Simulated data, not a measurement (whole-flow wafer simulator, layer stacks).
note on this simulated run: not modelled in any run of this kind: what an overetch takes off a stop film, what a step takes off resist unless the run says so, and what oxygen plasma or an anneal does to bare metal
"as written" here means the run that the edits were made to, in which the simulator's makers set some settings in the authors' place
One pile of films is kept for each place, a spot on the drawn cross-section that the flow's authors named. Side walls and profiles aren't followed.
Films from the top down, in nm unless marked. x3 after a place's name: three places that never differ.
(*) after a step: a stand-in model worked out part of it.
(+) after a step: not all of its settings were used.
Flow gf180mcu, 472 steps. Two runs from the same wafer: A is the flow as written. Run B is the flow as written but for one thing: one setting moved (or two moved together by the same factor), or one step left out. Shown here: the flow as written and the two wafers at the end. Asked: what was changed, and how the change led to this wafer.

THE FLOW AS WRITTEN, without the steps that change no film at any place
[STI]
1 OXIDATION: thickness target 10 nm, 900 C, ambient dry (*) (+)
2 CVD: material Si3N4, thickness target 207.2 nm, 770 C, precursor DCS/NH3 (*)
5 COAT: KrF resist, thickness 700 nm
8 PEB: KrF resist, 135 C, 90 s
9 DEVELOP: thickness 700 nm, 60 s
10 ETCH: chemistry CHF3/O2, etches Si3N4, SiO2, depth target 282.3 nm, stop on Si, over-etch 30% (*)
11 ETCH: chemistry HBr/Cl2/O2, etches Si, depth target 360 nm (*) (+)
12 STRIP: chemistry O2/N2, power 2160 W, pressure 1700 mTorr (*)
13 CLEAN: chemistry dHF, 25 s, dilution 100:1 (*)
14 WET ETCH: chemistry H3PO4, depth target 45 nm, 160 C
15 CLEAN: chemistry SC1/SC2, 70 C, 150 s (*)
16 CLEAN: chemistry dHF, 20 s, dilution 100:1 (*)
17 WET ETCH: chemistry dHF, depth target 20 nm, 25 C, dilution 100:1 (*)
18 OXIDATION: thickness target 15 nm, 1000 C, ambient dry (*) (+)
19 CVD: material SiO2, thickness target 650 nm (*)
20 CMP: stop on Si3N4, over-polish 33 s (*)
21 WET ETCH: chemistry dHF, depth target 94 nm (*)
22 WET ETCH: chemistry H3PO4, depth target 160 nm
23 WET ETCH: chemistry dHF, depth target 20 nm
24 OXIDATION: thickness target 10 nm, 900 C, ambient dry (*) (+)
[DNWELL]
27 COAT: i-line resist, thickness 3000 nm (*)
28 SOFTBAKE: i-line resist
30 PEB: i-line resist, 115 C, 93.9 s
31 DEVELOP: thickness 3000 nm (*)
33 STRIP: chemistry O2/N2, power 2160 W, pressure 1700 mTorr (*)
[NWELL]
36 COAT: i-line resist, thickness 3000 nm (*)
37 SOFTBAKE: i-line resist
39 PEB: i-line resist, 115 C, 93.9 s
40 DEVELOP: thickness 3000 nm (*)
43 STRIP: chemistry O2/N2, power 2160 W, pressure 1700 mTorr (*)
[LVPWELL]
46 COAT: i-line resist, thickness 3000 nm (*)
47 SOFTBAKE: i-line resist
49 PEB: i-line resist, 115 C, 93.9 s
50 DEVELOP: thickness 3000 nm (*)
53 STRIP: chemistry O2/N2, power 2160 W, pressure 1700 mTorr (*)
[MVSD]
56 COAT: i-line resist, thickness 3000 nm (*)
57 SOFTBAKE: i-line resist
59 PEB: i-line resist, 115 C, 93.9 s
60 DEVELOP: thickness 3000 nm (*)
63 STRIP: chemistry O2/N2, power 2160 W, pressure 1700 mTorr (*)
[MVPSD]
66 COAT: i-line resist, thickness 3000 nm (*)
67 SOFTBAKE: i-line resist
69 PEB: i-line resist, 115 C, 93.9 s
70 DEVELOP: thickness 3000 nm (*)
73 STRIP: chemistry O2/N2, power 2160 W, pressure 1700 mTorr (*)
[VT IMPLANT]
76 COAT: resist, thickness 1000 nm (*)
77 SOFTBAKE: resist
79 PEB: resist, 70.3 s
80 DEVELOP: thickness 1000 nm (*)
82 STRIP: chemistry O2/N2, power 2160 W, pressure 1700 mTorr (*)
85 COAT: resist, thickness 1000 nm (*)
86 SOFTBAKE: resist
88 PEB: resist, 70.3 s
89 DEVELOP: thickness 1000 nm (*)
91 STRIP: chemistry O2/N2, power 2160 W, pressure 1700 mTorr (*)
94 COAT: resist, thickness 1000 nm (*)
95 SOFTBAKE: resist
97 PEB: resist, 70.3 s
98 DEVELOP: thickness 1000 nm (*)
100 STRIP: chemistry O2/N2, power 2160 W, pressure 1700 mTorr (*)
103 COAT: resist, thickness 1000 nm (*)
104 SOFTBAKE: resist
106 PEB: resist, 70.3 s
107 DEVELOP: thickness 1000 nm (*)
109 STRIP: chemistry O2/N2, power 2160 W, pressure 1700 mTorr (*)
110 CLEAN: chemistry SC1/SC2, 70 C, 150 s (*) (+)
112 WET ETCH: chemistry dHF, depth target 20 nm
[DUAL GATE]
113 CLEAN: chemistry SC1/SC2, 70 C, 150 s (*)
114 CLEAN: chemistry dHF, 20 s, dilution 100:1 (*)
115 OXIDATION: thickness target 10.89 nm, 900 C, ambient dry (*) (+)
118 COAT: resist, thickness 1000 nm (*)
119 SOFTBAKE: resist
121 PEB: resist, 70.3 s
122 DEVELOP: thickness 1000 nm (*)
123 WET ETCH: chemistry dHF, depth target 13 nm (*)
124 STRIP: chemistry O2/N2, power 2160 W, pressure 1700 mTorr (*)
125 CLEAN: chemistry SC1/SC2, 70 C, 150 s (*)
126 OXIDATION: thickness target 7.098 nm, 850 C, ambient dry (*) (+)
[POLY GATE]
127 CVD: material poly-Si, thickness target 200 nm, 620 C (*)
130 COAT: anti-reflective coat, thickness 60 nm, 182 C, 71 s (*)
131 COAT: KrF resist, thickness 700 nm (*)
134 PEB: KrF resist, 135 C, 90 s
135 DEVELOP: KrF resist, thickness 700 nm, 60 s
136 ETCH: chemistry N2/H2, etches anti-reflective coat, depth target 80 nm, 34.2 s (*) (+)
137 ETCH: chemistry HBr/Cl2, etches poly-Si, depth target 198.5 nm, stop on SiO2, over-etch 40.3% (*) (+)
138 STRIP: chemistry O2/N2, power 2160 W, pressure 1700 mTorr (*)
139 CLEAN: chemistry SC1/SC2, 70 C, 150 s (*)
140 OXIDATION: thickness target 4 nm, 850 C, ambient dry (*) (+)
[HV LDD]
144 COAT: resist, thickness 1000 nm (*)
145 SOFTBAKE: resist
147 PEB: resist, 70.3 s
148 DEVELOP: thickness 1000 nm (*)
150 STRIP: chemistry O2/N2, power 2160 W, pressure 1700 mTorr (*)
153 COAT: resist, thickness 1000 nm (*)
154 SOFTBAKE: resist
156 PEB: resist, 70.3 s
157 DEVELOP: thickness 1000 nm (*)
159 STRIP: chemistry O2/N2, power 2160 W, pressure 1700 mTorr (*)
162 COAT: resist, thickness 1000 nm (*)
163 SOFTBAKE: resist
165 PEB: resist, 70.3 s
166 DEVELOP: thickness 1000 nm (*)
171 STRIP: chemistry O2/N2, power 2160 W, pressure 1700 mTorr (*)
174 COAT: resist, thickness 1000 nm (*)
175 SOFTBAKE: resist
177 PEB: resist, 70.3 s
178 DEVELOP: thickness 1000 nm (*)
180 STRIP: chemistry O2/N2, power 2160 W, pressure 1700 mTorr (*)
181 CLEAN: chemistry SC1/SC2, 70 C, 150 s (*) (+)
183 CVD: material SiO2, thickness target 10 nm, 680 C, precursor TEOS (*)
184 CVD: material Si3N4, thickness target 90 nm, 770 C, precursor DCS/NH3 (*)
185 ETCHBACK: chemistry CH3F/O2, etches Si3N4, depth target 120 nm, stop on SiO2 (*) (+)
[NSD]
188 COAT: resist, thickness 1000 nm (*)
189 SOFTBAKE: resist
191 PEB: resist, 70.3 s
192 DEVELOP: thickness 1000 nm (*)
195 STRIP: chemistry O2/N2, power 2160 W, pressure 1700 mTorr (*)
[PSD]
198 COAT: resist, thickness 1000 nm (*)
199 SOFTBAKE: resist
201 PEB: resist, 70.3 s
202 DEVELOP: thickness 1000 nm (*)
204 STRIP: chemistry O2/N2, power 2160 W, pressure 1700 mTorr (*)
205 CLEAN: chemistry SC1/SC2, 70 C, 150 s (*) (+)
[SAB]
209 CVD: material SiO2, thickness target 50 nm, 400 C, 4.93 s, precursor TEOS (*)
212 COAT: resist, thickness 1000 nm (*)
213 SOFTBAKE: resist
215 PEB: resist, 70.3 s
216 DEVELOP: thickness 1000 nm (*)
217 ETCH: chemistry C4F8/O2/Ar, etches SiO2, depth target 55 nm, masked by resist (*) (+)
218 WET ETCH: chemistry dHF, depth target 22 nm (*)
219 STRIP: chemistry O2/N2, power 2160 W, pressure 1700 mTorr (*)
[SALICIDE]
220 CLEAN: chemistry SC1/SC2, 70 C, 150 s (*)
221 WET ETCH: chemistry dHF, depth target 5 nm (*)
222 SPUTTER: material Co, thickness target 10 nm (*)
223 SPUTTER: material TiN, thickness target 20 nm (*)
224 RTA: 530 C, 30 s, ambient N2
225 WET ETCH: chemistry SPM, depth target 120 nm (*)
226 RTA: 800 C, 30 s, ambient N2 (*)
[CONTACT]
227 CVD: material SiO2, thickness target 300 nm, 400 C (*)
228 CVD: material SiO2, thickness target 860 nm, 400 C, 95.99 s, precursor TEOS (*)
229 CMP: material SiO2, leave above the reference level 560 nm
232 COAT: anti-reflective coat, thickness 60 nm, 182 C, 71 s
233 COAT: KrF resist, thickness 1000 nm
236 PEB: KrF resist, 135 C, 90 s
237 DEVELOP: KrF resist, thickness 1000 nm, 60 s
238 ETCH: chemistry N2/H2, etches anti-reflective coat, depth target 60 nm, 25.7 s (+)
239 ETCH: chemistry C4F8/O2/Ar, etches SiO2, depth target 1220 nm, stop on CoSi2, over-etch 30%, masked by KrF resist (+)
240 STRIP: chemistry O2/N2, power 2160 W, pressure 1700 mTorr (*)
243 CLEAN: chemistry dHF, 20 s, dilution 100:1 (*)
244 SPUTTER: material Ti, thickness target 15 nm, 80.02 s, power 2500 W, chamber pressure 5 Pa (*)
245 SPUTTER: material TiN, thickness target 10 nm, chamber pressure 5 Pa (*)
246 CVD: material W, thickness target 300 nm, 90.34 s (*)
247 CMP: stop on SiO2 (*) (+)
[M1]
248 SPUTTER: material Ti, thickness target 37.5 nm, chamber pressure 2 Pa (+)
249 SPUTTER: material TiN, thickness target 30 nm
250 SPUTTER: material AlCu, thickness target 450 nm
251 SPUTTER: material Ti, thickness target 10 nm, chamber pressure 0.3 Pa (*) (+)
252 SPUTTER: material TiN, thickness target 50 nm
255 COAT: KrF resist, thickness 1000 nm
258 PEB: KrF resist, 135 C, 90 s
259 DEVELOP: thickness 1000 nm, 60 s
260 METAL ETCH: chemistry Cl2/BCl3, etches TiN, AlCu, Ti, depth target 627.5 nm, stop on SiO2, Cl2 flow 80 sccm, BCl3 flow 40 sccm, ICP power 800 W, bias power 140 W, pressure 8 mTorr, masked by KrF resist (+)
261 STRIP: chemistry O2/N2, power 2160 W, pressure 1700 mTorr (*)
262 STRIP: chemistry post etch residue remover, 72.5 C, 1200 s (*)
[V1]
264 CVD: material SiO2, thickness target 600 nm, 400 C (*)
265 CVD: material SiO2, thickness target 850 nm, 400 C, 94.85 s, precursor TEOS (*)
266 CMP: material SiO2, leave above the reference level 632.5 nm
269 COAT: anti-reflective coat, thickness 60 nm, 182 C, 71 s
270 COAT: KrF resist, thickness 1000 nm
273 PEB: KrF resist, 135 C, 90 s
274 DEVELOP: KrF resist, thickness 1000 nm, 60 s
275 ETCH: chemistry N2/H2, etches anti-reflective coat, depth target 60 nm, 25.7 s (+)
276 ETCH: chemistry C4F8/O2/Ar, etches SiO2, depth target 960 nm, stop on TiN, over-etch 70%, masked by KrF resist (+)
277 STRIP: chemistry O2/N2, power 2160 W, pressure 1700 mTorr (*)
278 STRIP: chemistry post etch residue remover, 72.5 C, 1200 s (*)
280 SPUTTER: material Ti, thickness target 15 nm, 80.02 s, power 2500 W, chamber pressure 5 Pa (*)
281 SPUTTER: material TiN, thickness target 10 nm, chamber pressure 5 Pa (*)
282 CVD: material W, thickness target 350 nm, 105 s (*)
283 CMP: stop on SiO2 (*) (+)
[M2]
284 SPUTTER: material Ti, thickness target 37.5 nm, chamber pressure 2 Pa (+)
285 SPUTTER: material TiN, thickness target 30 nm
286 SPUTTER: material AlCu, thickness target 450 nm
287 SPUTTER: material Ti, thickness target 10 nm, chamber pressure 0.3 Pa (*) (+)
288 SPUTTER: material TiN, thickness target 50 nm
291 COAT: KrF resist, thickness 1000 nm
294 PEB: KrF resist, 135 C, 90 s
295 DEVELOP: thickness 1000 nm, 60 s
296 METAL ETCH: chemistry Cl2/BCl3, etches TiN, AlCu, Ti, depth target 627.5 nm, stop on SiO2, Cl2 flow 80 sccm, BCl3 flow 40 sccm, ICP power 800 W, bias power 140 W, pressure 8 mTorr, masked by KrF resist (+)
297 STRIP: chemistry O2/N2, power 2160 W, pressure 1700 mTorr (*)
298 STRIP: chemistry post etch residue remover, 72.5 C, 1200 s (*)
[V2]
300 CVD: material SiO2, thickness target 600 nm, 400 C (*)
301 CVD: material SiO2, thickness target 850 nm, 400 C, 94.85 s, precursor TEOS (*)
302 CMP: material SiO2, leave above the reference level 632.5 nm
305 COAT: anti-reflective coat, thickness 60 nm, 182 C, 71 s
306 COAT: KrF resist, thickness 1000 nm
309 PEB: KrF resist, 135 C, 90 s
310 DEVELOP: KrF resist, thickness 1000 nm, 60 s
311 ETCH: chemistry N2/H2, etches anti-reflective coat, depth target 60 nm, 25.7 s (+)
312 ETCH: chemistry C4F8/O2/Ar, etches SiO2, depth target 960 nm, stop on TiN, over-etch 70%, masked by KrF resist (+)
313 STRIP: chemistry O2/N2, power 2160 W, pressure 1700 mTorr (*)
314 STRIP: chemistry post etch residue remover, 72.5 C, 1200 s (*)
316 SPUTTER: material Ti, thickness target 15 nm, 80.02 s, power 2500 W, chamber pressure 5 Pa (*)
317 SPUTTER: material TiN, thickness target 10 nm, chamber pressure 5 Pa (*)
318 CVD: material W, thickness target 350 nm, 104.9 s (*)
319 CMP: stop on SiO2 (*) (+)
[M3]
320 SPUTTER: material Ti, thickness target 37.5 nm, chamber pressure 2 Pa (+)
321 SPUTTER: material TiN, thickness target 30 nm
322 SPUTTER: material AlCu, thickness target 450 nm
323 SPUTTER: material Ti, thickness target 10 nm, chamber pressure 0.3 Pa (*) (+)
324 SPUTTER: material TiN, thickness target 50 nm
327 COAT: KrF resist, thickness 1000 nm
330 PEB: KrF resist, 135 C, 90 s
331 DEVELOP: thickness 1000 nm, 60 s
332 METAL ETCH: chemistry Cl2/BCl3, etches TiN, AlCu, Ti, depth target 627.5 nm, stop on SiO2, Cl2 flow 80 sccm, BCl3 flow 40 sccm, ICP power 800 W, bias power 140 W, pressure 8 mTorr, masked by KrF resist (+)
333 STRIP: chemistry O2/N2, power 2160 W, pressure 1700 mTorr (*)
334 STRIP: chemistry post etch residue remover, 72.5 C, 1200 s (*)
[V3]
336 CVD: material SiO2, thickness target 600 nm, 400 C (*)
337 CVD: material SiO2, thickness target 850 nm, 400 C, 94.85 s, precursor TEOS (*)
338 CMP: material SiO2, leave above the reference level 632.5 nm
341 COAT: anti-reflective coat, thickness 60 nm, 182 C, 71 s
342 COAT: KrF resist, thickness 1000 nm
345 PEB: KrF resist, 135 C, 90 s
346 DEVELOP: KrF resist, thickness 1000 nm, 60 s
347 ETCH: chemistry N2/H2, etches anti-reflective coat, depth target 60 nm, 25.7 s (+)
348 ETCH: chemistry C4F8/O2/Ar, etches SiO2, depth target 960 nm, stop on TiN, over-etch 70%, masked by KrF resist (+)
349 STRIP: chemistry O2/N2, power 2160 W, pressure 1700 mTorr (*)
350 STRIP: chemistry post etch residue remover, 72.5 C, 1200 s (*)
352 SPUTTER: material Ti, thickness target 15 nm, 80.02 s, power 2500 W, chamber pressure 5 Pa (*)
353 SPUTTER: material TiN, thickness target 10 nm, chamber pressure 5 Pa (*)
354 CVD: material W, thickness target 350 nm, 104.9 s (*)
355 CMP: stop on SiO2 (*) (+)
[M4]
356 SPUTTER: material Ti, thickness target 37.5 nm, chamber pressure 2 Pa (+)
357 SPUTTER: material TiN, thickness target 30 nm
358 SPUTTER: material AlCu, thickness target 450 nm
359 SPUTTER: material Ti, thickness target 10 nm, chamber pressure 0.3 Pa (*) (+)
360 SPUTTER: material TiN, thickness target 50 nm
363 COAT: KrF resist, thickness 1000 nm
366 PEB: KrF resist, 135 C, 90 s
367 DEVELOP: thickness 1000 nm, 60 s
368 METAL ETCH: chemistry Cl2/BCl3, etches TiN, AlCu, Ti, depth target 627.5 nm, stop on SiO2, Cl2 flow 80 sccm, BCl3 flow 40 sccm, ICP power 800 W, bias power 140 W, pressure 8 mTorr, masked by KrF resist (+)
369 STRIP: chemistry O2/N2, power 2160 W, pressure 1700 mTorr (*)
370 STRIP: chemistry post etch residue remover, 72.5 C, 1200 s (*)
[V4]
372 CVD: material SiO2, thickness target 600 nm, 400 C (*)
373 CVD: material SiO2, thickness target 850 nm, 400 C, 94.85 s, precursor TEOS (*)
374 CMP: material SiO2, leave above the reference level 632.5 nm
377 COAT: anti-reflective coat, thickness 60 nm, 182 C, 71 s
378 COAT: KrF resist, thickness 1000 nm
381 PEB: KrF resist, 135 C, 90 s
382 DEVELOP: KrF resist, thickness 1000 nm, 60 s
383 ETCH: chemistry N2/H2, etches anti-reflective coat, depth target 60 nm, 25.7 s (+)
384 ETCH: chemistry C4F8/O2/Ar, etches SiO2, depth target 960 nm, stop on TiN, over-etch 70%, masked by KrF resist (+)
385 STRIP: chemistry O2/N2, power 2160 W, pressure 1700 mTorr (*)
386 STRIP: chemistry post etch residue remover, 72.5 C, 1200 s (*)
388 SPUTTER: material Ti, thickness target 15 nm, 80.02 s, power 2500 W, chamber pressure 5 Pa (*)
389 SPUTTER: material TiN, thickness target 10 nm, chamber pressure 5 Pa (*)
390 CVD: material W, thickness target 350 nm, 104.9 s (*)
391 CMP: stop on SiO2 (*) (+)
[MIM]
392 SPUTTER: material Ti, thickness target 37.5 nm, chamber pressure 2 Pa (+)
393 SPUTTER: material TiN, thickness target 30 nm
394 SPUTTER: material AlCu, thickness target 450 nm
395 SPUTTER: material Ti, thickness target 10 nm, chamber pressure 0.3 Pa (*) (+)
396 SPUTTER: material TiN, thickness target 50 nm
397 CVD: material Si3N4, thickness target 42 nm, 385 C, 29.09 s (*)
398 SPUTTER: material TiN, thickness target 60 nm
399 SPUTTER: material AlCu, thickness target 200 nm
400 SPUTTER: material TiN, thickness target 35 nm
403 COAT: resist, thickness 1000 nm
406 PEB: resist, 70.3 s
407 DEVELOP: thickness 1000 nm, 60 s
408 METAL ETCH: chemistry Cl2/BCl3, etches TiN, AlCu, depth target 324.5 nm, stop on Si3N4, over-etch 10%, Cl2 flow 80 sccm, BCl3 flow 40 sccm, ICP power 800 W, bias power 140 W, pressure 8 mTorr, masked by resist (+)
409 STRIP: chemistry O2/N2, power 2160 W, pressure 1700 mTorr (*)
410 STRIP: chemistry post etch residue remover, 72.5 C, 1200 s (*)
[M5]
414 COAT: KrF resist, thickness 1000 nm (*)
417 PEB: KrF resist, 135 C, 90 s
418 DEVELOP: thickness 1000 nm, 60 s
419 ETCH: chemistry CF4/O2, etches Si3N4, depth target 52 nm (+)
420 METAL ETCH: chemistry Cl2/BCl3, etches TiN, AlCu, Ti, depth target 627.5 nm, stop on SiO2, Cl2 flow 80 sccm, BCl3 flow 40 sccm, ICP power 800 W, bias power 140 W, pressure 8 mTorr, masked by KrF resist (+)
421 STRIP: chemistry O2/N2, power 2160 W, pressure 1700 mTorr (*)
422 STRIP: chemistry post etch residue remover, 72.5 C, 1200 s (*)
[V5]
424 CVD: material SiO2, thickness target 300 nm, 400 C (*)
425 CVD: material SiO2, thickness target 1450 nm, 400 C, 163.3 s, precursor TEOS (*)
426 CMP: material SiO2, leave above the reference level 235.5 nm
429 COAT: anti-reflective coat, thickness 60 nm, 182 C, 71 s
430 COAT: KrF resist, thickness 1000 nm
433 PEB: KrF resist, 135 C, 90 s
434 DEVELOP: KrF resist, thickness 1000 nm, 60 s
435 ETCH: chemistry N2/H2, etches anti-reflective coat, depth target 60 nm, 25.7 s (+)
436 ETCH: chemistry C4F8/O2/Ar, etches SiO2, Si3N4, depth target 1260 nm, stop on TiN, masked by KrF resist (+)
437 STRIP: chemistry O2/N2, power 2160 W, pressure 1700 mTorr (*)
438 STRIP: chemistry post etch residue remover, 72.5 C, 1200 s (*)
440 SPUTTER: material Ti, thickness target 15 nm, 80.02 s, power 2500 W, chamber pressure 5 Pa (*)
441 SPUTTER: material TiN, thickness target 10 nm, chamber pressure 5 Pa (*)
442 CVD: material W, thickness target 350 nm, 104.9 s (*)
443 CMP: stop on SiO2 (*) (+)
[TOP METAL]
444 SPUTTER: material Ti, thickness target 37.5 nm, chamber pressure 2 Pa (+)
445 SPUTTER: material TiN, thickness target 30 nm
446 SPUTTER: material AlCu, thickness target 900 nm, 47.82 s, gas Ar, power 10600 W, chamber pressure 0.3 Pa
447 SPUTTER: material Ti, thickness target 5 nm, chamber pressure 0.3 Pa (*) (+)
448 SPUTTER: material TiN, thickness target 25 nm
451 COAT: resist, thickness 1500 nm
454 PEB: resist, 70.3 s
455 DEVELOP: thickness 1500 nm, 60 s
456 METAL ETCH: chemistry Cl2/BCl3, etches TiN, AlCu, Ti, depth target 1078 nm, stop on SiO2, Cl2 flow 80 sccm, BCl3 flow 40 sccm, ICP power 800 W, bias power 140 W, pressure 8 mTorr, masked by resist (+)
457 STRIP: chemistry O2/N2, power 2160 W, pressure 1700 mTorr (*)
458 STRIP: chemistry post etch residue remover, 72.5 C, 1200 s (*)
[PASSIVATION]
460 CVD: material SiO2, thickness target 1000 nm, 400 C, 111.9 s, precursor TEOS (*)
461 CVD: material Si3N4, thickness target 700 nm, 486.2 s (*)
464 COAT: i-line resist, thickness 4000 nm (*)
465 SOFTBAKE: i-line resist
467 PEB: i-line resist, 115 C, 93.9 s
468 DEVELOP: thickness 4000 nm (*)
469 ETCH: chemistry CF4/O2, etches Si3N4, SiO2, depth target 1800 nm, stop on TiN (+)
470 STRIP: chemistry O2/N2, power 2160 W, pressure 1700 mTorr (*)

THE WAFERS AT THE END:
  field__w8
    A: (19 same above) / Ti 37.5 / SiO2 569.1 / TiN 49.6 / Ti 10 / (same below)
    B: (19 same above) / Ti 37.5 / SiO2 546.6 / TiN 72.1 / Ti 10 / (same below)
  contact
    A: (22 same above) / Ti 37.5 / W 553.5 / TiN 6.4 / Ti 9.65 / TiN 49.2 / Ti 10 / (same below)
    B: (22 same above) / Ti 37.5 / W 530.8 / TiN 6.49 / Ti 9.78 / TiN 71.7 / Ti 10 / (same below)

The cause: step 324, SPUTTER: thickness target 72.5 nm was run, where the flow has thickness target 50 nm.

How the change led to this, step by step:
  324 SPUTTER: material TiN, thickness target 50 nm
      field, field__w1, field__w2 and 108 more: A TiN +50 (new film) | B TiN +72.5 (new film)
  332 METAL ETCH: chemistry Cl2/BCl3, etches TiN, AlCu, Ti, depth target 627.5 nm, stop on SiO2, Cl2 flow 80 sccm, BCl3 flow 40 sccm, ICP power 800 W, bias power 140 W, pressure 8 mTorr, masked by KrF resist (+)
      field, field__w1, field__w2 and 103 more: A TiN -50 (all of it), Ti -10 (all of it), AlCu -450 (all of it), TiN -30 (all of it), Ti -37.5 (all of it) | B TiN -72.5 (all of it), Ti -10 (all of it), AlCu -450 (all of it), TiN -30 (all of it), Ti -37.5 (all of it)
  338 CMP: material SiO2, leave above the reference level 632.5 nm
      field__w8, contact, m1, m1__w1, m1_nw: A SiO2 -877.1 | B SiO2 -899.6
  348 ETCH: chemistry C4F8/O2/Ar, etches SiO2, depth target 960 nm, stop on TiN, over-etch 70%, masked by KrF resist (+)
      field, field__w1, field__w2 and 107 more: A KrF resist -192 | B KrF resist -187
      contact: A SiO2 -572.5 (all of it) | B SiO2 -550 (all of it)
  354 CVD: material W, thickness target 350 nm, 104.9 s (*)
      contact: A W +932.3 (new film) | B W +909.6 (new film)
